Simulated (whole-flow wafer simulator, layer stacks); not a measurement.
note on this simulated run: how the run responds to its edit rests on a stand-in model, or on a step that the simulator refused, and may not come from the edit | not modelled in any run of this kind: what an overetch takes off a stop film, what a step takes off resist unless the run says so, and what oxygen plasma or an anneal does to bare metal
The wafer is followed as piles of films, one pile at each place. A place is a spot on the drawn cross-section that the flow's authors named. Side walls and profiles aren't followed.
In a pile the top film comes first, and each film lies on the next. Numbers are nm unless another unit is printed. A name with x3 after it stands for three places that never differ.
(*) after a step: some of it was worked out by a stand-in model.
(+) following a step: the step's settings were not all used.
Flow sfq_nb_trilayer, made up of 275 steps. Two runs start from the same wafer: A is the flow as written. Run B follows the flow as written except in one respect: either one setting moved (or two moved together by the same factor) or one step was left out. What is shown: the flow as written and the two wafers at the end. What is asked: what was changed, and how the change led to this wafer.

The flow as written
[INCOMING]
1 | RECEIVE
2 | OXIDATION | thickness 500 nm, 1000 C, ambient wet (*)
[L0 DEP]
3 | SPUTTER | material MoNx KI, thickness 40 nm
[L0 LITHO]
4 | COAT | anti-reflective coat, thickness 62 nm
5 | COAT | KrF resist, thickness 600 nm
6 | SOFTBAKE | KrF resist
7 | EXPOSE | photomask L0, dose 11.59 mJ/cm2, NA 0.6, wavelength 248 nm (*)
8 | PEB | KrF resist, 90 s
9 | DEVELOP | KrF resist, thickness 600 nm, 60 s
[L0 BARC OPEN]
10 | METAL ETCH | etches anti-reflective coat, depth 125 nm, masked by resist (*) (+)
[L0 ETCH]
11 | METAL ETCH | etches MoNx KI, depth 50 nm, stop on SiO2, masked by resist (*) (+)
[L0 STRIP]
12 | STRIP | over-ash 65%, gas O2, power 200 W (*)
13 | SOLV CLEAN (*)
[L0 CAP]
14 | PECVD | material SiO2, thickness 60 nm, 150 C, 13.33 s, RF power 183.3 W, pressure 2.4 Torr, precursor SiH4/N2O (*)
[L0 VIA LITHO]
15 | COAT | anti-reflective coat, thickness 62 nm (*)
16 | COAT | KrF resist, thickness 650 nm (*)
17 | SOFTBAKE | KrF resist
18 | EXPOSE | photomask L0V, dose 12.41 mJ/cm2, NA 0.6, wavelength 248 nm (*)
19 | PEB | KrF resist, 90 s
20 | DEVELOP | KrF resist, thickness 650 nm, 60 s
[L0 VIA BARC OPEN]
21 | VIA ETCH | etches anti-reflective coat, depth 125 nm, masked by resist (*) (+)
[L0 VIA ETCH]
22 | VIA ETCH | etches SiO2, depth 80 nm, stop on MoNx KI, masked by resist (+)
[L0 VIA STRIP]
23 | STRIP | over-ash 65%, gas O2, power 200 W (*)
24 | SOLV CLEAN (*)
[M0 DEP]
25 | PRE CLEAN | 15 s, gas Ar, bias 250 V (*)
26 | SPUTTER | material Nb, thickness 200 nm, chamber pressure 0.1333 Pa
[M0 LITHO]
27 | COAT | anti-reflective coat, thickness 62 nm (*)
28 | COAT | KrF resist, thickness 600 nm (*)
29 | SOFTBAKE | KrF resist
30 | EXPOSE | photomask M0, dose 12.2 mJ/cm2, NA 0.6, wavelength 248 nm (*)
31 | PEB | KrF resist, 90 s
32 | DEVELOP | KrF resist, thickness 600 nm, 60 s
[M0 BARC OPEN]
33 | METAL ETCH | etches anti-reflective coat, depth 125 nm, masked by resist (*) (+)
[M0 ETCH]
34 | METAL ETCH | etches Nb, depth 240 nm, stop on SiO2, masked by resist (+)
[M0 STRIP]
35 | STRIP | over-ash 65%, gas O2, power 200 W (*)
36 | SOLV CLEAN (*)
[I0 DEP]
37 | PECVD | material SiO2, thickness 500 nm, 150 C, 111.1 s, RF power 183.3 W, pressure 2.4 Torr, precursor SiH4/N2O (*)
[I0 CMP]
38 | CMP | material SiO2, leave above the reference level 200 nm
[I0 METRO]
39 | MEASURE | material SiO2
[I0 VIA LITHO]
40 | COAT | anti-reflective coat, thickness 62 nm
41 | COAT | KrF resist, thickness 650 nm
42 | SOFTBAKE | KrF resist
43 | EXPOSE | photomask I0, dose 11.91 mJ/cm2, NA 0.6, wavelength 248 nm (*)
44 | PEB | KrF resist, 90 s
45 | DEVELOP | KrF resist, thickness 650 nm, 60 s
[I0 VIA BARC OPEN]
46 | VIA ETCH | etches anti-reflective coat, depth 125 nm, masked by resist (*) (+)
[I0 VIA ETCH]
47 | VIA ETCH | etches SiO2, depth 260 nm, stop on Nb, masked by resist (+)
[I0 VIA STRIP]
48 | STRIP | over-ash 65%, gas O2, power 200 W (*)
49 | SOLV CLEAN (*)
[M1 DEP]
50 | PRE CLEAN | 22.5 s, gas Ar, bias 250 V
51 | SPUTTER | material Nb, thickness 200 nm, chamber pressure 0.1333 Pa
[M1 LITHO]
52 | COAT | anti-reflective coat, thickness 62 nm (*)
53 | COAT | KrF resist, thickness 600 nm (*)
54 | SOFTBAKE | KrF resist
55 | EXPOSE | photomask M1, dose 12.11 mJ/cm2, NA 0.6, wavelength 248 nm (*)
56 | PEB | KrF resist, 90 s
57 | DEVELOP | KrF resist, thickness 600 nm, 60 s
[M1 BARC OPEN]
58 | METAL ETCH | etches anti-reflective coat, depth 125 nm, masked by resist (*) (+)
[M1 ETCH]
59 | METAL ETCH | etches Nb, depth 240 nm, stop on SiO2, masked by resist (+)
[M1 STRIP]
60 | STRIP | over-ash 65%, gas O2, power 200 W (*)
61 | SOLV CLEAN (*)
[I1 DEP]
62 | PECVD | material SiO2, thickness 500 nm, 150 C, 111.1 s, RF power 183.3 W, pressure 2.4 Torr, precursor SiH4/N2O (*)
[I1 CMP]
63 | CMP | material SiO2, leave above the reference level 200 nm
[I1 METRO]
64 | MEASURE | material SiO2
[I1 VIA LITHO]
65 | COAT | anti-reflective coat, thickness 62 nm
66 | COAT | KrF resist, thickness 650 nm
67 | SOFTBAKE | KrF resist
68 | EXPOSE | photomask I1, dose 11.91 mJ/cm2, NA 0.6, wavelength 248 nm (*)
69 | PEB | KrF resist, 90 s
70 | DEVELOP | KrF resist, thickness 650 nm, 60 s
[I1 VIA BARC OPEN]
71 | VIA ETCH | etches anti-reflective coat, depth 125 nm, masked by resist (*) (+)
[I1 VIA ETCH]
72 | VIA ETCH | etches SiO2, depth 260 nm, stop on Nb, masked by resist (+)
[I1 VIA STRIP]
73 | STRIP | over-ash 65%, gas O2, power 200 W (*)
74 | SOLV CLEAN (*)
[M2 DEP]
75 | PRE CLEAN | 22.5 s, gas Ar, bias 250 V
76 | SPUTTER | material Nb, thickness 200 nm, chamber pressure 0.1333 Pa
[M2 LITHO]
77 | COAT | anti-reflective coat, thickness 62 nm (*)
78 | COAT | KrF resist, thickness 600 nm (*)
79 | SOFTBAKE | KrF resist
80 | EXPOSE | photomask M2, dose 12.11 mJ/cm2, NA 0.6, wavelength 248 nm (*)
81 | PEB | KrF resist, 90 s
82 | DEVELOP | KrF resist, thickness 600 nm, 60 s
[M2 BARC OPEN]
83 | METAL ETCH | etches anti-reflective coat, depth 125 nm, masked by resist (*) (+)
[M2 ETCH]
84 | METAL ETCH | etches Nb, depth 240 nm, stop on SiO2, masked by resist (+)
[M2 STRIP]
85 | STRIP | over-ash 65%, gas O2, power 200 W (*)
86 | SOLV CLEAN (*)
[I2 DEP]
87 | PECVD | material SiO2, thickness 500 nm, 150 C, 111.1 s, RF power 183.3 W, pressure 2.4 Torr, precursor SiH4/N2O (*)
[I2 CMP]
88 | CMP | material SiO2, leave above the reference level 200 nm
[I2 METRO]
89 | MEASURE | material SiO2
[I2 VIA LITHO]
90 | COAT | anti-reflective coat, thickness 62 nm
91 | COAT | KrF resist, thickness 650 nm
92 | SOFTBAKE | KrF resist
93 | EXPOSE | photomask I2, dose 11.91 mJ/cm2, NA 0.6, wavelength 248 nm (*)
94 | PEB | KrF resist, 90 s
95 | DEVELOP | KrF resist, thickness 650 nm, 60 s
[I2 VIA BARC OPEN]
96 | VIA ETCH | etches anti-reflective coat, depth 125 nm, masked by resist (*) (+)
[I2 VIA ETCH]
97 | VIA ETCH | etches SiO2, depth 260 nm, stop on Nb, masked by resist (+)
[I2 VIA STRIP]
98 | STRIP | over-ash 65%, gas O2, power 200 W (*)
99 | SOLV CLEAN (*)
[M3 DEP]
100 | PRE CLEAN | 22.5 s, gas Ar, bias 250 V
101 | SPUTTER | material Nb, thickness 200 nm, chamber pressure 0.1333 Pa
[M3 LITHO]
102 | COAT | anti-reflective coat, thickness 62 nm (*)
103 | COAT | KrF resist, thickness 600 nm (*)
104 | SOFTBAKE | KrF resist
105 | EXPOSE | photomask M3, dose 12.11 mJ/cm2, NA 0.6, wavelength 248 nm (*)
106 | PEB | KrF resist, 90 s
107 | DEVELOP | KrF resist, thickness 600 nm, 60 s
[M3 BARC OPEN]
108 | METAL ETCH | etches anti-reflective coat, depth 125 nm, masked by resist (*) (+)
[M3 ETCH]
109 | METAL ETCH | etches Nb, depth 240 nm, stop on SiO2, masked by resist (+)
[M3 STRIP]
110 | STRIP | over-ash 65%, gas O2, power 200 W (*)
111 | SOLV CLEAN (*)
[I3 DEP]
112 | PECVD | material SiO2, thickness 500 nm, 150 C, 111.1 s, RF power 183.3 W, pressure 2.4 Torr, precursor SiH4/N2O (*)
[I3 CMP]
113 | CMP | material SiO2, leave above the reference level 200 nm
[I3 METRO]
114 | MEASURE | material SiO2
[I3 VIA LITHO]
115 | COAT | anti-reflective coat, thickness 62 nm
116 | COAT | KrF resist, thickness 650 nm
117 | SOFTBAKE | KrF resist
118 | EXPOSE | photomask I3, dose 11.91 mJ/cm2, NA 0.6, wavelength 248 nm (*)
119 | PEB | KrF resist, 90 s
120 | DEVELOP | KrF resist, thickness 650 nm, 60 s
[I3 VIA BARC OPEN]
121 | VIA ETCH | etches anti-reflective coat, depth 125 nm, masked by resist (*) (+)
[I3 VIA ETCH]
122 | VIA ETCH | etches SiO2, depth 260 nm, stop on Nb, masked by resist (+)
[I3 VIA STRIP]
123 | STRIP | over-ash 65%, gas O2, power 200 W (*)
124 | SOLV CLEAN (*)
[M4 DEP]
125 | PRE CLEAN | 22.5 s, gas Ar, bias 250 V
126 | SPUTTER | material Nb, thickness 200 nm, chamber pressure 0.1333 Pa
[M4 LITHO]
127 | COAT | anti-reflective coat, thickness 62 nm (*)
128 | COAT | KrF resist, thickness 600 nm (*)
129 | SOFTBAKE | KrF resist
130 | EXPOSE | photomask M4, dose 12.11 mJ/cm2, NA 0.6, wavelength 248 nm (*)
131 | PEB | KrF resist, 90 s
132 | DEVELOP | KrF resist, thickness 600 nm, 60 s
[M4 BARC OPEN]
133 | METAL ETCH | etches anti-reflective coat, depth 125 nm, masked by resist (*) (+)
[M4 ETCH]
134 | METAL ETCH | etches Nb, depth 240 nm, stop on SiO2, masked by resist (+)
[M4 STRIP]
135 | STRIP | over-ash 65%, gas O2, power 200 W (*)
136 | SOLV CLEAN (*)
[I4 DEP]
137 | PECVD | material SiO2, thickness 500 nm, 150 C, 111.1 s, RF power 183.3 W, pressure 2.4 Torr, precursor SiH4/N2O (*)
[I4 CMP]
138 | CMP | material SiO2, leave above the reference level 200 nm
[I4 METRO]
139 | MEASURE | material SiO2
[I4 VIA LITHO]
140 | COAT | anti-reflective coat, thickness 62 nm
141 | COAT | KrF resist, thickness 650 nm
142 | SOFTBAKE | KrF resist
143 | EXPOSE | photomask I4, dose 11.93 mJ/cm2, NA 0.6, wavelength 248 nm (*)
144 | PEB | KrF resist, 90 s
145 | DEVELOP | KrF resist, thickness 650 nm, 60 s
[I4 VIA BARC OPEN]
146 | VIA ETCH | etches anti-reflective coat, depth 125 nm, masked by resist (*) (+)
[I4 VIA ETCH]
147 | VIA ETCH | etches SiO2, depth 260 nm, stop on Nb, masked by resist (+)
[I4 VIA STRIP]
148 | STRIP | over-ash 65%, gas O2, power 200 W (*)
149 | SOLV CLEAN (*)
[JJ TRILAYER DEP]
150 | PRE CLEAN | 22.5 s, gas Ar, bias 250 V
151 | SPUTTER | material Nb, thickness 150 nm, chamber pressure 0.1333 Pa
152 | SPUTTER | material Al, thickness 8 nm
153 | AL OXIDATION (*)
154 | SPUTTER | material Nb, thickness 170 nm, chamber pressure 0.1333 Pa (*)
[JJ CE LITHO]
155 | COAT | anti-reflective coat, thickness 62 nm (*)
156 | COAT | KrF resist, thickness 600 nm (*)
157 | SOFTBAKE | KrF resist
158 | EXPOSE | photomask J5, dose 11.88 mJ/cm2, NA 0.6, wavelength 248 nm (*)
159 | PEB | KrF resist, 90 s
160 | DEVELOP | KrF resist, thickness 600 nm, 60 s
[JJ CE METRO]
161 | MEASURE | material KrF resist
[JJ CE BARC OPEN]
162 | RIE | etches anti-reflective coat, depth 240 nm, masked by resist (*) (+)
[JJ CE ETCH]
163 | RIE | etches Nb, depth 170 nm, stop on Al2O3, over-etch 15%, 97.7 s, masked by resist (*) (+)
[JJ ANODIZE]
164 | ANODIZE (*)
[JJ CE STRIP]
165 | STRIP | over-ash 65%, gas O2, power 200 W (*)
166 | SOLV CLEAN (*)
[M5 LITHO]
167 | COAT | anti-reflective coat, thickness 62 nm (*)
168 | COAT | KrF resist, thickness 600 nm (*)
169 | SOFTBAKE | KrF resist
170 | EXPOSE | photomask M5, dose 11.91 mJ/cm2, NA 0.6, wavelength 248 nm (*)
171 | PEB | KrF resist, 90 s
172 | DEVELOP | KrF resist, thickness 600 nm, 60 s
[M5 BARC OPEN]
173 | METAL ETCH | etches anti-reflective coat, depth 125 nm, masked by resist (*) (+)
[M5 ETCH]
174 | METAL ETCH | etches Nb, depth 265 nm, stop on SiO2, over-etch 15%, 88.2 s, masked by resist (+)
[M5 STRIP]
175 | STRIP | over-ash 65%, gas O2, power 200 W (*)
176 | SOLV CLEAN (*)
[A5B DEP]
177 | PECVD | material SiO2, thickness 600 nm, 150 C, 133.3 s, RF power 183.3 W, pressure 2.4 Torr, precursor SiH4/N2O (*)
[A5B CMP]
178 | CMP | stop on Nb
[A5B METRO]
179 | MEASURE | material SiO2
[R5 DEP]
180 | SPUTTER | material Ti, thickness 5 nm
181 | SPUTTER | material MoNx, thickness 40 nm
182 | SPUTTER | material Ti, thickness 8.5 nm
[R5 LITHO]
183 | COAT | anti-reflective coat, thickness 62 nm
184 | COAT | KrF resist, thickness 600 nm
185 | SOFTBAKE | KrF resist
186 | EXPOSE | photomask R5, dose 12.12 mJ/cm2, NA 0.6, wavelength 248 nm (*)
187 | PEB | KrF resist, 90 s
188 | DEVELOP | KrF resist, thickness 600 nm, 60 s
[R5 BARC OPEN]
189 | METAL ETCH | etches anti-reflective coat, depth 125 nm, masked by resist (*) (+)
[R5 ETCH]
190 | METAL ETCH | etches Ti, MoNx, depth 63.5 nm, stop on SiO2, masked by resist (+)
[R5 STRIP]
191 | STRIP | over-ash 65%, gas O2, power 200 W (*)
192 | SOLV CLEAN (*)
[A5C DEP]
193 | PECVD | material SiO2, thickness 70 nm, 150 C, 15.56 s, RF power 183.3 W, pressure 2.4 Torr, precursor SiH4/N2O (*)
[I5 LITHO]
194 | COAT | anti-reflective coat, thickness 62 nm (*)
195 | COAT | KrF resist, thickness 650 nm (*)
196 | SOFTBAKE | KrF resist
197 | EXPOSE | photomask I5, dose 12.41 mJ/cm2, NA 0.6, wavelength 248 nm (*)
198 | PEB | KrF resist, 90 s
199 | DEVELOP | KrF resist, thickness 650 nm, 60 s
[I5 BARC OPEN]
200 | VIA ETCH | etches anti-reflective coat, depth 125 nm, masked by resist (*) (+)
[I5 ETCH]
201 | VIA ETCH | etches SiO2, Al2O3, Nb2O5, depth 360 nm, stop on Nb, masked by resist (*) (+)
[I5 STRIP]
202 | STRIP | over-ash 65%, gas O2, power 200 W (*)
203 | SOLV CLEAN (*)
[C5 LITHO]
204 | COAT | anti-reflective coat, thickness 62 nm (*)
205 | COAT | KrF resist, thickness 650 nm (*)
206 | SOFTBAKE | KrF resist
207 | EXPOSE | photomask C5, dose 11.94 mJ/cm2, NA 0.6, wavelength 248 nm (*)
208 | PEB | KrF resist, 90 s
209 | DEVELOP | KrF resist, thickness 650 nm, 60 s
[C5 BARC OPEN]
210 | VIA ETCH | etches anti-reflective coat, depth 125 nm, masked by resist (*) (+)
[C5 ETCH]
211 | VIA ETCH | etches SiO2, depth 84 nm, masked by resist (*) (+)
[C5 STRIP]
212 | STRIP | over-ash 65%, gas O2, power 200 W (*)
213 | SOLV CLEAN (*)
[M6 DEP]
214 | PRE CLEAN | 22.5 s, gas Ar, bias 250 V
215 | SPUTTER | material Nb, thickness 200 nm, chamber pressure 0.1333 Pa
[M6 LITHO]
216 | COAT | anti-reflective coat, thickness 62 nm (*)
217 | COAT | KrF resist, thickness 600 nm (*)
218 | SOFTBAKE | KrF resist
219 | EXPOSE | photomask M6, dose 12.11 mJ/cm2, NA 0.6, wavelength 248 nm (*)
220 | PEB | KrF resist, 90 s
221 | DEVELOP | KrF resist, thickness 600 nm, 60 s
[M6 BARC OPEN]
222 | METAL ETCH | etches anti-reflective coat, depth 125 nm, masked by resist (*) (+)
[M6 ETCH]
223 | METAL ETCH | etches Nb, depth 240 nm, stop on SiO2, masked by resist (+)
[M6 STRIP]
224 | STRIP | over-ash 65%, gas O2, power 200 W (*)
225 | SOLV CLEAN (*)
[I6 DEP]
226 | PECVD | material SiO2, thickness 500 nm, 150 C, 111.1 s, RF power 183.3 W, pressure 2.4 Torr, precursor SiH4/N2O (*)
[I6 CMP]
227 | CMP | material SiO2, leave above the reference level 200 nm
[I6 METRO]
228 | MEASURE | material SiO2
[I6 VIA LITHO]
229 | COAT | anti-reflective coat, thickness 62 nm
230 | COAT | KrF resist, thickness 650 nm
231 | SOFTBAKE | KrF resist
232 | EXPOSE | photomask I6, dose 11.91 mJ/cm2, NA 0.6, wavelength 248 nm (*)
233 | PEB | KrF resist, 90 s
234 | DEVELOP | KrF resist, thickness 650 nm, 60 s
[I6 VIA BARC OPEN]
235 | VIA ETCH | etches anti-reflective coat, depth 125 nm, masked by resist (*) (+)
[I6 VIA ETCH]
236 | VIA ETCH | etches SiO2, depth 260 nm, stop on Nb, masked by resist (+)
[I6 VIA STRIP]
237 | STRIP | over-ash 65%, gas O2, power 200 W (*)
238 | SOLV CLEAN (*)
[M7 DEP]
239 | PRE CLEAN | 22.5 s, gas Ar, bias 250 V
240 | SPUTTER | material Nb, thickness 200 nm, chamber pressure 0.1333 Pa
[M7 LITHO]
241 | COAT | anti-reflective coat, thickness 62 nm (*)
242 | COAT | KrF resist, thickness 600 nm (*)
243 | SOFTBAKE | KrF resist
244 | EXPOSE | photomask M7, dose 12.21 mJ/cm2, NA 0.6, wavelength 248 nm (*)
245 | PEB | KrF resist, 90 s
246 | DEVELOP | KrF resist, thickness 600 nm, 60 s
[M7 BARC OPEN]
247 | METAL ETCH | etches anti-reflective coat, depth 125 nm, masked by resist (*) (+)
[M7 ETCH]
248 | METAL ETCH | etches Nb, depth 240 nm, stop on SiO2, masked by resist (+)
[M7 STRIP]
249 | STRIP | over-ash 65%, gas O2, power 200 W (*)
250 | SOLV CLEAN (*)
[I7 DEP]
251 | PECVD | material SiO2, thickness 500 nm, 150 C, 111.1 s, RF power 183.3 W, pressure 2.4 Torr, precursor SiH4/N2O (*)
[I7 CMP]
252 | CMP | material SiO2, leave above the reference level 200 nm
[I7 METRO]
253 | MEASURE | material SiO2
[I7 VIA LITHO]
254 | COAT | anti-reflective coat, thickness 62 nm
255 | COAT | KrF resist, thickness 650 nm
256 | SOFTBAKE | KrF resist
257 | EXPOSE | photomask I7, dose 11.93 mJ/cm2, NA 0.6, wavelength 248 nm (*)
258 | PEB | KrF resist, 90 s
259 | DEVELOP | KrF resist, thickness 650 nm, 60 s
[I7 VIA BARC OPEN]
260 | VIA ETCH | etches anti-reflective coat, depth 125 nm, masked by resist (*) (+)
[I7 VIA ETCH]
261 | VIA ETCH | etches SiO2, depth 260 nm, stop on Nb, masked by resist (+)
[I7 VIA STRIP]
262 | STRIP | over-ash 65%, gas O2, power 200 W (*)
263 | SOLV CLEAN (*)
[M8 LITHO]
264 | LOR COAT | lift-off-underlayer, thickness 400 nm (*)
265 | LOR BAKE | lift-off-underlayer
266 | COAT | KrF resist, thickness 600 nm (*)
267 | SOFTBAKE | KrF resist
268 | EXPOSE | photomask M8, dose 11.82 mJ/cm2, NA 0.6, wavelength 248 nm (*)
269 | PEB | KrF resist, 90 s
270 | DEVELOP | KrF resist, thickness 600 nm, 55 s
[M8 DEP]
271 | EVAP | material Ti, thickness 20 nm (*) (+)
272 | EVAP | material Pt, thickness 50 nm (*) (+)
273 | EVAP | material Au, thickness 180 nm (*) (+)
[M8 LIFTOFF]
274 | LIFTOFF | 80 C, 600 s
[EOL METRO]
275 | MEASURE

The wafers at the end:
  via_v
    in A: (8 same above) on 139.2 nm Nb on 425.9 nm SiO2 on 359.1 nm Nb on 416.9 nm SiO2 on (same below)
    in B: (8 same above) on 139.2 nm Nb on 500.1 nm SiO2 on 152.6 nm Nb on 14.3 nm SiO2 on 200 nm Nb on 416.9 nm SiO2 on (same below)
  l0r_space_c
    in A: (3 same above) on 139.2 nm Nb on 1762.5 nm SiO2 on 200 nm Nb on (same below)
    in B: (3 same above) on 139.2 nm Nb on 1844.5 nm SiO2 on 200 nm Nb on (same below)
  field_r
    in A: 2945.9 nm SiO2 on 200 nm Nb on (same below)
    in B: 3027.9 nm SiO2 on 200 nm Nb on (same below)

What caused this: step 113, CMP: leave above the reference level 282 nm was run, whereas the flow has leave above the reference level 200 nm.

How this came from the change, step by step:
  113 | CMP | material SiO2, leave above the reference level 200 nm
      field_l, be, be_sur and 64 more: A SiO2 loses 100 | B SiO2 loses 18
      v_sur, via_wl, via_wr and 27 more: A SiO2 loses 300 | B SiO2 loses 218
      (also at 9 further places)
  122 | VIA ETCH | etches SiO2, depth 260 nm, stop on Nb, masked by resist (+)
      via_v: A SiO2 loses 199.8 (all of it) | B SiO2 loses 260
  125 | PRE CLEAN | 22.5 s, gas Ar, bias 250 V
      via_v: A Nb loses 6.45 | B SiO2 loses 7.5
  126 | SPUTTER | material Nb, thickness 200 nm, chamber pressure 0.1333 Pa
      via_v: A Nb gains 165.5 | B Nb gains 152.6 (new film)
  127 | COAT | anti-reflective coat, thickness 62 nm (*)
      via_sp: A anti-reflective coat gains 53 (new film) | B anti-reflective coat gains 50.1 (new film)
      via_v: A anti-reflective coat gains 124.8 (new film) | B anti-reflective coat gains 128.6 (new film)
      (also at 1 further place)
  128 | COAT | KrF resist, thickness 600 nm (*)
      via_v: A KrF resist gains 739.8 (new film) | B KrF resist gains 797.5 (new film)
  135 | STRIP | over-ash 65%, gas O2, power 200 W (*)
      via_sp: A KrF resist loses 373.9 (all of it), anti-reflective coat loses 53 (all of it) | B KrF resist loses 369.8 (all of it), anti-reflective coat loses 50.1 (all of it)
      via_v: A KrF resist loses 521.8 (all of it), anti-reflective coat loses 124.8 (all of it) | B KrF resist loses 579.3 (all of it), anti-reflective coat loses 128.6 (all of it)
      (also at 1 further place)
  137 | PECVD | material SiO2, thickness 500 nm, 150 C, 111.1 s, RF power 183.3 W, pressure 2.4 Torr, precursor SiH4/N2O (*)
      via_v: A SiO2 gains 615 (new film) | B SiO2 gains 664.6 (new film)
  138 | CMP | material SiO2, leave above the reference level 200 nm
      via_v: A SiO2 loses 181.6 | B SiO2 loses 157.1
With metal films that touch counted as one body, via_v has 7 bodies (between them, from the top down: SiO2 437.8; SiO2 209 / Al2O3 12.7 / Nb2O5 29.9; SiO2 500.1; SiO2 14.3; SiO2 416.9; SiO2 192.5); the flow as written gives 6 bodies (between them, from the top down: SiO2 437.8; SiO2 209 / Al2O3 12.7 / Nb2O5 29.9; SiO2 425.9; SiO2 416.9; SiO2 192.5).
